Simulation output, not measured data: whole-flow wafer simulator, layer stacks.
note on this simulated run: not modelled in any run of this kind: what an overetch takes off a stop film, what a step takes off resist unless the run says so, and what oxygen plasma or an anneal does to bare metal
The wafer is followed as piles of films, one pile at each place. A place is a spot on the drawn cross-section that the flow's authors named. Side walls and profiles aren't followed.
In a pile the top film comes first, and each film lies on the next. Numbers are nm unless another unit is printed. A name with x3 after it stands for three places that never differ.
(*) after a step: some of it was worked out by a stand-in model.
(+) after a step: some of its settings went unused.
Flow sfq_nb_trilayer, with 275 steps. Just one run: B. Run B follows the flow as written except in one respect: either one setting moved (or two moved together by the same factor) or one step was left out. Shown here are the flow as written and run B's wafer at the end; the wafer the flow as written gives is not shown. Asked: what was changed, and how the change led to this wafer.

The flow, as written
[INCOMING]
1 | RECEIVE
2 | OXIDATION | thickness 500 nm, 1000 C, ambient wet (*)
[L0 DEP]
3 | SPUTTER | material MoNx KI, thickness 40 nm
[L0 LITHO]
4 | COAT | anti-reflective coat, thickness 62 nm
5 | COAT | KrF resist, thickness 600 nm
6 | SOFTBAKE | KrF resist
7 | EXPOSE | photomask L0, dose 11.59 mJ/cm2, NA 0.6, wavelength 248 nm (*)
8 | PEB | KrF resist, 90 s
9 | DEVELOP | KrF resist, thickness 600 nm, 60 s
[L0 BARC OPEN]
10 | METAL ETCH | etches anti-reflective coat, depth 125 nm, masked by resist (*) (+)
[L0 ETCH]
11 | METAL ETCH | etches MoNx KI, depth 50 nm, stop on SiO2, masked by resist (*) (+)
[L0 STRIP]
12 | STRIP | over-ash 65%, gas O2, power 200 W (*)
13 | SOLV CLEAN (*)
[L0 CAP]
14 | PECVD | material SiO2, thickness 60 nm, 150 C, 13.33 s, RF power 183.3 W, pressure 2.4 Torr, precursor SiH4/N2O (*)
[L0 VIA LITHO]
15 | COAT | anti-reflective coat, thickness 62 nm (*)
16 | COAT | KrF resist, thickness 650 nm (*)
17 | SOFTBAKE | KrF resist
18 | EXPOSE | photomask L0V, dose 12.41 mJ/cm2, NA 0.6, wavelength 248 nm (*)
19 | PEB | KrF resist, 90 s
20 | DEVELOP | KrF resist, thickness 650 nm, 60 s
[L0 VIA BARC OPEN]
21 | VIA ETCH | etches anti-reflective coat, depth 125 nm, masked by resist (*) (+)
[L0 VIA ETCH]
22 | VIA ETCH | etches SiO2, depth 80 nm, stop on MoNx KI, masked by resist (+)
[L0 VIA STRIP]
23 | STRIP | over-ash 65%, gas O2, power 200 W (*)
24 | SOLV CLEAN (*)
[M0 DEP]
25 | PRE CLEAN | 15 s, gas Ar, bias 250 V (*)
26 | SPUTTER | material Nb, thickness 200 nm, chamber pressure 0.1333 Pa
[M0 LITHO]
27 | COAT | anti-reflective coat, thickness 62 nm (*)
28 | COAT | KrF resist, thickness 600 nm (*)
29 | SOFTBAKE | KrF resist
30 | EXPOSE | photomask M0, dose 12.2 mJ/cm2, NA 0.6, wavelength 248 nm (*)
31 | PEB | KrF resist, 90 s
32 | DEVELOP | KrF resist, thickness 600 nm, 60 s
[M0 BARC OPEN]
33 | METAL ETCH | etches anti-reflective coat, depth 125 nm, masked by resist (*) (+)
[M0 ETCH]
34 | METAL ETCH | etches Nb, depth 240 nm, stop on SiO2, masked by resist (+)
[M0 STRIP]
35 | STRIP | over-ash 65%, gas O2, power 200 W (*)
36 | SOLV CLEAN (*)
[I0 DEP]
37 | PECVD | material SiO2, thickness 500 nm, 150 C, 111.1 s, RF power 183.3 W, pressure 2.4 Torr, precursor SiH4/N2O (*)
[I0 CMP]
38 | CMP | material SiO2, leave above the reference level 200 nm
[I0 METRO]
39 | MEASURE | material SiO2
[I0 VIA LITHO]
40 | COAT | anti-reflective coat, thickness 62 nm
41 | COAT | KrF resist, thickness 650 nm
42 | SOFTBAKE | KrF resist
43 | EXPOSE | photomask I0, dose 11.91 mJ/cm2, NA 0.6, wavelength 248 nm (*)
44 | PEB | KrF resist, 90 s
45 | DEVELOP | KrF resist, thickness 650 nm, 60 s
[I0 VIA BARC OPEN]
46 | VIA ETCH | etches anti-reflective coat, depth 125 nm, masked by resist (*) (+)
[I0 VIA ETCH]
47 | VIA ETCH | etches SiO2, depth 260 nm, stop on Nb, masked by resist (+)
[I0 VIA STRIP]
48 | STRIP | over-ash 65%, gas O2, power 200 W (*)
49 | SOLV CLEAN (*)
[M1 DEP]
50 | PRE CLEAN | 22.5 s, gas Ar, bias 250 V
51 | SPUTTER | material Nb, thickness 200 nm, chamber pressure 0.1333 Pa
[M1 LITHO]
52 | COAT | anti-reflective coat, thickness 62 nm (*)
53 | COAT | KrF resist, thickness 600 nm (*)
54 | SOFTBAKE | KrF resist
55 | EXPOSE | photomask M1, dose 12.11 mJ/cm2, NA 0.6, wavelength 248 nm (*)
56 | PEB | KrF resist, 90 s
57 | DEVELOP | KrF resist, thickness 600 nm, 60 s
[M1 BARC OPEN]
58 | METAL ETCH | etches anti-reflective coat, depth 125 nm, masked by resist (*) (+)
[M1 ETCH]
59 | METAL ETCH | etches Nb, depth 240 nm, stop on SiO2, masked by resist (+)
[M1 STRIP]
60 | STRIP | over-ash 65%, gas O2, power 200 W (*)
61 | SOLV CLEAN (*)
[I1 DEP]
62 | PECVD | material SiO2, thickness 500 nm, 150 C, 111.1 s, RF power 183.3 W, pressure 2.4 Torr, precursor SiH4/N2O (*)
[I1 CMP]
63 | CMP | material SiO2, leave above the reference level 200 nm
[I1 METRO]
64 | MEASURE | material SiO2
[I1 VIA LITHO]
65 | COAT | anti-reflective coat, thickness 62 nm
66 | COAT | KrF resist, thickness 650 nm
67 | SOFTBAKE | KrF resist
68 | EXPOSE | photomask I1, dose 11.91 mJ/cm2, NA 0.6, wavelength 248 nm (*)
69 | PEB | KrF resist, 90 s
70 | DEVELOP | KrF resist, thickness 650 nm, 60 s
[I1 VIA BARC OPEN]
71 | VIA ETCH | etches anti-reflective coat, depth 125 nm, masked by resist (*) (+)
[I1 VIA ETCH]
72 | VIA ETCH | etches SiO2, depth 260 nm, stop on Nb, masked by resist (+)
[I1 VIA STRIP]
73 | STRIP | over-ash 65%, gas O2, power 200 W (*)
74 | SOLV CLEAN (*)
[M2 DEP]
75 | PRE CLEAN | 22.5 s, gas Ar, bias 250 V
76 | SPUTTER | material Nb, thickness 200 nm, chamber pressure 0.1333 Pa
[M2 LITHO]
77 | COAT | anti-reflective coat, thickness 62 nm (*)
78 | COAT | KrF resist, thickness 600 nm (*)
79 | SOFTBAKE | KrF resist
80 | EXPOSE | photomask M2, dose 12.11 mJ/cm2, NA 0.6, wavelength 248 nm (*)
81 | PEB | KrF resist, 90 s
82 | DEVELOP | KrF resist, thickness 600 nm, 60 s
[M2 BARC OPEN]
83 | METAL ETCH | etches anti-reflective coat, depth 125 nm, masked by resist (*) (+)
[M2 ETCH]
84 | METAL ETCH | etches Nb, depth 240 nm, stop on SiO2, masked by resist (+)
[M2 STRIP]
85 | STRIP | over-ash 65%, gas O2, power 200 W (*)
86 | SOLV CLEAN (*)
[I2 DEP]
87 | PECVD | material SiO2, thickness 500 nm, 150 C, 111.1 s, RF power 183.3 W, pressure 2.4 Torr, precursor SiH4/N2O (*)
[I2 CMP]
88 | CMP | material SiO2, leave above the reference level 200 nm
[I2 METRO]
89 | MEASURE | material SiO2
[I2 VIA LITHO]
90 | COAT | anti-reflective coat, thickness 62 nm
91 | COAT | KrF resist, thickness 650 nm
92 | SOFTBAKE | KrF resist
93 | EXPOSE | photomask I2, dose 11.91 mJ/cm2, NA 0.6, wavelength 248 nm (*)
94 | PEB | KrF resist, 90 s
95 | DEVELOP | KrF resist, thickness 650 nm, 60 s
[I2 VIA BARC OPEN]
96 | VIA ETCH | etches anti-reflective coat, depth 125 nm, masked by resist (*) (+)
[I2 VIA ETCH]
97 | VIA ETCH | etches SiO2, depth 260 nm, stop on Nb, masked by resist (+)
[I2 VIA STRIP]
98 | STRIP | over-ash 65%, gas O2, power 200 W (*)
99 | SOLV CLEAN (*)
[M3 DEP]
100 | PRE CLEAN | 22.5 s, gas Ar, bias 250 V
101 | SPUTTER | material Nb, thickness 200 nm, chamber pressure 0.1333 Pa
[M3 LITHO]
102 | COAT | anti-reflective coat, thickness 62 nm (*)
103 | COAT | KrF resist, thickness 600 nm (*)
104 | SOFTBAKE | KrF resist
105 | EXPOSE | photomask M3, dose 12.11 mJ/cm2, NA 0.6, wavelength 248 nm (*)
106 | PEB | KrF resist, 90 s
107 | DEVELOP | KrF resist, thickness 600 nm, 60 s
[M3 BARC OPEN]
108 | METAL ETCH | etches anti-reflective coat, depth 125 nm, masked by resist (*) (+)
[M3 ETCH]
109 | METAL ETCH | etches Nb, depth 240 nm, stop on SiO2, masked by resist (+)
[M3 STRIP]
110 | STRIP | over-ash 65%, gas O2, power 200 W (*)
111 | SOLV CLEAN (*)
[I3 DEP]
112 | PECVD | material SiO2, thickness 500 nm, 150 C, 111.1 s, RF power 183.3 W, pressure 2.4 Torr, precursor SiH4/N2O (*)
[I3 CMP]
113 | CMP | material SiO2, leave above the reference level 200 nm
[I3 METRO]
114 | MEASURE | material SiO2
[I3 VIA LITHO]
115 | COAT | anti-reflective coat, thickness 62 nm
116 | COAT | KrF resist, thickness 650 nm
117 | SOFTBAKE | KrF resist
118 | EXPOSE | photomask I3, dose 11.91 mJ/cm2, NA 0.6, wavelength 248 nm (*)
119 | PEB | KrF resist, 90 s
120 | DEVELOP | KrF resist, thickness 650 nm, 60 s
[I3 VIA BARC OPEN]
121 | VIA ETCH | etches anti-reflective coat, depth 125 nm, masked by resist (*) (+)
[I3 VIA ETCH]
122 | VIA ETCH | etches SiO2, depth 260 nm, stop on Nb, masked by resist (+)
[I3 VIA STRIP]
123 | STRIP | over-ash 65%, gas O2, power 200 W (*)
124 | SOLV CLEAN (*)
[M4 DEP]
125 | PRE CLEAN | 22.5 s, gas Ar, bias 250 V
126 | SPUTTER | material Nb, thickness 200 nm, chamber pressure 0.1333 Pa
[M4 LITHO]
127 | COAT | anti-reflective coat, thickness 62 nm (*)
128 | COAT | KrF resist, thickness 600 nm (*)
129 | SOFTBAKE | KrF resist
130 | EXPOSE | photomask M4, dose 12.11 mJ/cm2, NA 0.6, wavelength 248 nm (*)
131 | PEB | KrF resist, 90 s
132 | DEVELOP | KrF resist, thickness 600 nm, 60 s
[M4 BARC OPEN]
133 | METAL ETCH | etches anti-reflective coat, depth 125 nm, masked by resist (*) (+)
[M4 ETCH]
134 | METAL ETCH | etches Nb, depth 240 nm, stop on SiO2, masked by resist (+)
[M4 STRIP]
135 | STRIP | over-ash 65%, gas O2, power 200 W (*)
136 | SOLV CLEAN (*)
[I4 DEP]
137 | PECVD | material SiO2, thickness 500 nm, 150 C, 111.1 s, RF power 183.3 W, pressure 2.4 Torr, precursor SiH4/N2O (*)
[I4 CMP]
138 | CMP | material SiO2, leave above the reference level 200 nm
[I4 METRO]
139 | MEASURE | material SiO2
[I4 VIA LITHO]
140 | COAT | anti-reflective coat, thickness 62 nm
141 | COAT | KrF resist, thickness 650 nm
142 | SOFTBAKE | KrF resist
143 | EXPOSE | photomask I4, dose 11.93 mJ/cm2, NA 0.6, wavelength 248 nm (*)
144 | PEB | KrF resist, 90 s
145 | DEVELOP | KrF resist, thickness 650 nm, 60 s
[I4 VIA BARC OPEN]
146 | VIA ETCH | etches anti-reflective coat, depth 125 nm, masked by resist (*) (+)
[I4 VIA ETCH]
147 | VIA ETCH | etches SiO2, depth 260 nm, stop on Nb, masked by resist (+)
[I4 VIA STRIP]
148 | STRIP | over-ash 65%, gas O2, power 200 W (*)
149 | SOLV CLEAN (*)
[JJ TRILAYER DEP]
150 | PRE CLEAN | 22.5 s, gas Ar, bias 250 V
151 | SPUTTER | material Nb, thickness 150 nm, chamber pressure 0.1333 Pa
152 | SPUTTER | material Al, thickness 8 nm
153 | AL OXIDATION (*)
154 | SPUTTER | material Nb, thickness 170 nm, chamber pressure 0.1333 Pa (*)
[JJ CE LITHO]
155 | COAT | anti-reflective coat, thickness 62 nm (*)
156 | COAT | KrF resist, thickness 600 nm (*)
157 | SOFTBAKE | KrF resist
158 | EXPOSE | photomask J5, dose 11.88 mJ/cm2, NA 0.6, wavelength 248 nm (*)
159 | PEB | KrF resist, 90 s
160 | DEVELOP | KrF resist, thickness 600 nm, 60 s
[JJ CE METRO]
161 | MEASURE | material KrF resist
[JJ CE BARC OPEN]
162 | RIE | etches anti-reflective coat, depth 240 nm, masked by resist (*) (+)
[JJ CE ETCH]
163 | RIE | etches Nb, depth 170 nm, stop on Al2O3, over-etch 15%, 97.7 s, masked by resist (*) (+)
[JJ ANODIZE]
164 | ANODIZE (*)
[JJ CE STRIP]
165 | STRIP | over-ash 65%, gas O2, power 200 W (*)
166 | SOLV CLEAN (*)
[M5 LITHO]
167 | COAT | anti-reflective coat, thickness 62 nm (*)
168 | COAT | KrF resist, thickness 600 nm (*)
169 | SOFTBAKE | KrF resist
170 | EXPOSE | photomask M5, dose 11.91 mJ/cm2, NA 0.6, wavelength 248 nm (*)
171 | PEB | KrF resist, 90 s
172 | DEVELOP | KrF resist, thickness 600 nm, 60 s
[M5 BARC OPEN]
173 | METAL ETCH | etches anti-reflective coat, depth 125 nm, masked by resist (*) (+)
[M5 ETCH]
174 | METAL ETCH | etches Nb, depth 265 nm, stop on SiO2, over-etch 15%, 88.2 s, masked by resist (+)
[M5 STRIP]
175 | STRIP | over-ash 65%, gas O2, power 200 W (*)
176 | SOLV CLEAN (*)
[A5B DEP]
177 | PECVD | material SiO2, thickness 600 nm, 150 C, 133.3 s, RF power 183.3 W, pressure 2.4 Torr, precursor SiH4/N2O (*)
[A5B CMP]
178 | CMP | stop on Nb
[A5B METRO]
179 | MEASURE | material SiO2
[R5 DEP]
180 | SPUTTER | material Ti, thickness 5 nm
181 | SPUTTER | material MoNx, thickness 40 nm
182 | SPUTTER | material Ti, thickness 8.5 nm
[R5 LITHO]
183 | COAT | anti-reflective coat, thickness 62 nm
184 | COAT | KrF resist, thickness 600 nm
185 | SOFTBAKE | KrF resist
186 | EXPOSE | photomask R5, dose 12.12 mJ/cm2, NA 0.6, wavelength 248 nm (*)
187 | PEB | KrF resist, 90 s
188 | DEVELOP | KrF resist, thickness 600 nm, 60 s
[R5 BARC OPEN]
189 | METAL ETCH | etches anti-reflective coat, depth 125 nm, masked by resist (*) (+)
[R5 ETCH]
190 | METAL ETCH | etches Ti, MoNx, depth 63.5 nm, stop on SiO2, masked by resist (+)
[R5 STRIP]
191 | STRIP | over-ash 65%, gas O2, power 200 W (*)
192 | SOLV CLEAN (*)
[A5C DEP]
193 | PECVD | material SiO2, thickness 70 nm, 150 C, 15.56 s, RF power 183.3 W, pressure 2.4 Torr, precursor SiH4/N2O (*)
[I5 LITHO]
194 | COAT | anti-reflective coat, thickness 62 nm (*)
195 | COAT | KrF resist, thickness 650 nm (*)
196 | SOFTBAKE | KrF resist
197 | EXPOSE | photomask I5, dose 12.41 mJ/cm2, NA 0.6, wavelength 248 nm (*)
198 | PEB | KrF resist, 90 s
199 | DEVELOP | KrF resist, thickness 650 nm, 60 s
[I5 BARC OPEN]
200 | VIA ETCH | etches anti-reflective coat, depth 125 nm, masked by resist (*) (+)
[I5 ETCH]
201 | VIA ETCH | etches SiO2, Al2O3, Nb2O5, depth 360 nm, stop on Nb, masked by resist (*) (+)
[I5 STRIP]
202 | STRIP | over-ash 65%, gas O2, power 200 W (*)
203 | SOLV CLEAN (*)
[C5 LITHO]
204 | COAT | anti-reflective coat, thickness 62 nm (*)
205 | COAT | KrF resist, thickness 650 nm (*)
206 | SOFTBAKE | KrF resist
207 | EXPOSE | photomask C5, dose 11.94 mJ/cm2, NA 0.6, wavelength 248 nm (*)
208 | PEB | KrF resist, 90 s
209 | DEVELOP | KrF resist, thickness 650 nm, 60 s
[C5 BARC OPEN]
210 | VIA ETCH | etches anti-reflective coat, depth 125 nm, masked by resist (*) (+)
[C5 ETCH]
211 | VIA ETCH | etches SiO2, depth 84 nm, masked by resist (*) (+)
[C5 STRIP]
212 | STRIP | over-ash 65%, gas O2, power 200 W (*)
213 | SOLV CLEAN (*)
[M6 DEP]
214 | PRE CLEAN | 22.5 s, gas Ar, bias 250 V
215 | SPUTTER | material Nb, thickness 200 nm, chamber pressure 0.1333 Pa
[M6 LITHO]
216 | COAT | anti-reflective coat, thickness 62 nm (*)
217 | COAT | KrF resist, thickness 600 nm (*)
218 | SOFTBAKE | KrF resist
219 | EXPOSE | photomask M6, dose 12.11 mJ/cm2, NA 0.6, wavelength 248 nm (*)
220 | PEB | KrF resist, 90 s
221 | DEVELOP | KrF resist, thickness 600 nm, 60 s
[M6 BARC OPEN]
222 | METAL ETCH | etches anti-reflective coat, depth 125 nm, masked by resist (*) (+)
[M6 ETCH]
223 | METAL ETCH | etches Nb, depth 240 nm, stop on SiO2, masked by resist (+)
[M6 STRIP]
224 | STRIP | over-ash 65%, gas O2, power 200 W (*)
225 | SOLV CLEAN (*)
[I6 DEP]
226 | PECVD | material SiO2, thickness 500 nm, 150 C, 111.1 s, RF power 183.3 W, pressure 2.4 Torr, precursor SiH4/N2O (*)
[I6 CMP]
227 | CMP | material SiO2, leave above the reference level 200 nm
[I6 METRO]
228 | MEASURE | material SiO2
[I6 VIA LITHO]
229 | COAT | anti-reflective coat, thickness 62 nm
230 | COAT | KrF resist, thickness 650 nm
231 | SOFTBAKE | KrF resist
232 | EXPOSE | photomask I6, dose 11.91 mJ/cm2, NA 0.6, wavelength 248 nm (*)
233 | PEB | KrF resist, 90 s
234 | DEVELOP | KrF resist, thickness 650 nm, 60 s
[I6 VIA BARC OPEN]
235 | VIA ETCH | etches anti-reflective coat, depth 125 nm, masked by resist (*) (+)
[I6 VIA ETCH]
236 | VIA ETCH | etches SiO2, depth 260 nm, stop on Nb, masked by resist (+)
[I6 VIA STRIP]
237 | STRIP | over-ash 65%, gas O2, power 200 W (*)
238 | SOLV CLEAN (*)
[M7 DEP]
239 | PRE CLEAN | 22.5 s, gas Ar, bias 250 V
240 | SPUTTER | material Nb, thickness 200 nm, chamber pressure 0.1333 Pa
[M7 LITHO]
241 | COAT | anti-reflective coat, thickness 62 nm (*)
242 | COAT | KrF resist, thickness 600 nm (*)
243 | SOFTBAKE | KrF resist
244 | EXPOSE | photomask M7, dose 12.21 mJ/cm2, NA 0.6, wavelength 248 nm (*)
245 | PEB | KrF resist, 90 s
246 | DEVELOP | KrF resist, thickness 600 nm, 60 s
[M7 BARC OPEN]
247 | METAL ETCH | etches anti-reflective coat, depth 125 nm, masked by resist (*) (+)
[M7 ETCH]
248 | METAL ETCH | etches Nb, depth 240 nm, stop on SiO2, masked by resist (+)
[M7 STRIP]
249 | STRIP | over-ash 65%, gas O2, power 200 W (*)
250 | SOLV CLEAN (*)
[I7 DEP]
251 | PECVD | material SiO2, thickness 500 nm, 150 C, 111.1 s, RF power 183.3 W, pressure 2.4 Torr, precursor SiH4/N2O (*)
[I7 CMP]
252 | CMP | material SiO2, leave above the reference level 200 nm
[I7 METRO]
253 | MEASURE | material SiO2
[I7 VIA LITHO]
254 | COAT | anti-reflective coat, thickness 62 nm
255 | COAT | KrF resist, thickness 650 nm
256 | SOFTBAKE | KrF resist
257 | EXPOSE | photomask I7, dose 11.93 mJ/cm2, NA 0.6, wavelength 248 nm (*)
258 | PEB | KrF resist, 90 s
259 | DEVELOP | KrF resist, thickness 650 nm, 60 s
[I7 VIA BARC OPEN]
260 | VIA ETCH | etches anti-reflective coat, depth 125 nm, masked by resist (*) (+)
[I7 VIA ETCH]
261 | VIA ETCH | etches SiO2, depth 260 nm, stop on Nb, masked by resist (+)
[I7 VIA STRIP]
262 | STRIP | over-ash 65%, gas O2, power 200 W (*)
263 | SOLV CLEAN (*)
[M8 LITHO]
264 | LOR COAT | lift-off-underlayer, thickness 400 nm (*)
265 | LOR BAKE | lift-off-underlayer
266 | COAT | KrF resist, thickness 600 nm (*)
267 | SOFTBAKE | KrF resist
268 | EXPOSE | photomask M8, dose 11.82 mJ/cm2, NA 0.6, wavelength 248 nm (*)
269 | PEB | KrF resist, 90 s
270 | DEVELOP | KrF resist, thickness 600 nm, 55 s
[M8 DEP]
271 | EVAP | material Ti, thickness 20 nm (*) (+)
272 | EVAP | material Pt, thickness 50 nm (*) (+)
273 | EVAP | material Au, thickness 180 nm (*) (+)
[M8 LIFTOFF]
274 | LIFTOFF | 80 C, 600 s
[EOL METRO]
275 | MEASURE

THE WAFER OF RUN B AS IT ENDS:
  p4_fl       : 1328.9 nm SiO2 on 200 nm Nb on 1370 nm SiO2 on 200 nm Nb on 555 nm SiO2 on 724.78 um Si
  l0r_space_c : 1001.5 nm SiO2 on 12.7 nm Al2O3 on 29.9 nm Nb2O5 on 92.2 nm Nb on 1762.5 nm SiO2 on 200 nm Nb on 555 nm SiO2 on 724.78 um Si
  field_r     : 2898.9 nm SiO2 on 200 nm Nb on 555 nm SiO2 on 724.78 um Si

What caused this: step 151, SPUTTER: thickness 103 nm was run, whereas the flow has thickness 150 nm.

How this came from the change, step by step:
  151 | SPUTTER | material Nb, thickness 150 nm, chamber pressure 0.1333 Pa
      field_l, v_sur, via_sp and 100 more: +103 Nb (new film) (in the flow as written it would be: +150 Nb (new film))
      via_wl, via_wr: +73.8 Nb (in the flow as written it would be: +130.4 Nb)
      (as well as at 1 more place)
  154 | SPUTTER | material Nb, thickness 170 nm, chamber pressure 0.1333 Pa (*)
      via_w: +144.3 Nb (new film) (in the flow as written it would be: +141 Nb (new film))
  155 | COAT | anti-reflective coat, thickness 62 nm (*)
      via_wl, via_wr: +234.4 anti-reflective coat (new film) (in the flow as written it would be: +209.4 anti-reflective coat (new film))
      via_w: +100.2 anti-reflective coat (new film) (in the flow as written it would be: +97.4 anti-reflective coat (new film))
  162 | RIE | etches anti-reflective coat, depth 240 nm, masked by resist (*) (+)
      ce_l, c5j, ce_r, wl_jj: -234.4 KrF resist (in the flow as written it would be: -209.4 KrF resist)
      via_wl, via_wr: -234.4 anti-reflective coat (all of it) (in the flow as written it would be: -209.4 anti-reflective coat (all of it))
      (as well as at 1 more place)
  163 | RIE | etches Nb, depth 170 nm, stop on Al2O3, over-etch 15%, 97.7 s, masked by resist (*) (+)
      via_w: -144.3 Nb (all of it), -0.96 Al2O3 (all of it) (in the flow as written it would be: -141 Nb (all of it), -0.96 Al2O3 (all of it))
  165 | STRIP | over-ash 65%, gas O2, power 200 W (*)
      ce_l: -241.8 KrF resist (all of it), -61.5 anti-reflective coat (all of it) (in the flow as written it would be: -266.8 KrF resist (all of it), -61.4 anti-reflective coat (all of it))
      c5j: -241.9 KrF resist (all of it), -61.5 anti-reflective coat (all of it) (in the flow as written it would be: -266.9 KrF resist (all of it), -61.5 anti-reflective coat (all of it))
      (as well as at 2 more places)
  167 | COAT | anti-reflective coat, thickness 62 nm (*)
      via_wl: +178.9 anti-reflective coat (new film) (in the flow as written it would be: +170.5 anti-reflective coat (new film))
      via_w: +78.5 anti-reflective coat (new film) (in the flow as written it would be: +84.1 anti-reflective coat (new film))
      (as well as at 1 more place)
  174 | METAL ETCH | etches Nb, depth 265 nm, stop on SiO2, over-etch 15%, 88.2 s, masked by resist (+)
      field_l, r_sur, res and 50 more: -12.6 Al2O3 (all of it), -29.9 Nb2O5 (all of it), -92.2 Nb (all of it), -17 SiO2 (in the flow as written it would be: -12.6 Al2O3 (all of it), -29.9 Nb2O5 (all of it), -139.2 Nb (all of it), -12.3 SiO2)
  175 | STRIP | over-ash 65%, gas O2, power 200 W (*)
      via_wl: -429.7 KrF resist (all of it), -178.9 anti-reflective coat (all of it) (in the flow as written it would be: -427 KrF resist (all of it), -170.5 anti-reflective coat (all of it))
      via_w: -497.9 KrF resist (all of it), -78.5 anti-reflective coat (all of it) (in the flow as written it would be: -503.5 KrF resist (all of it), -84.1 anti-reflective coat (all of it))
      (as well as at 1 more place)
  177 | PECVD | material SiO2, thickness 600 nm, 150 C, 133.3 s, RF power 183.3 W, pressure 2.4 Torr, precursor SiH4/N2O (*)
      via_wl, via_wr: +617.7 SiO2 (new film) (in the flow as written it would be: +600 SiO2 (new film))
  178 | CMP | stop on Nb
      field_l, p4_fl, p4_fm and 39 more: -301.6 SiO2 (in the flow as written it would be: -259.3 SiO2)
      r_sur, res, r_end, moat, field_r, lsp_l: -301.6 SiO2 (in the flow as written it would be: -252.3 SiO2)
      (as well as at 8 more places)
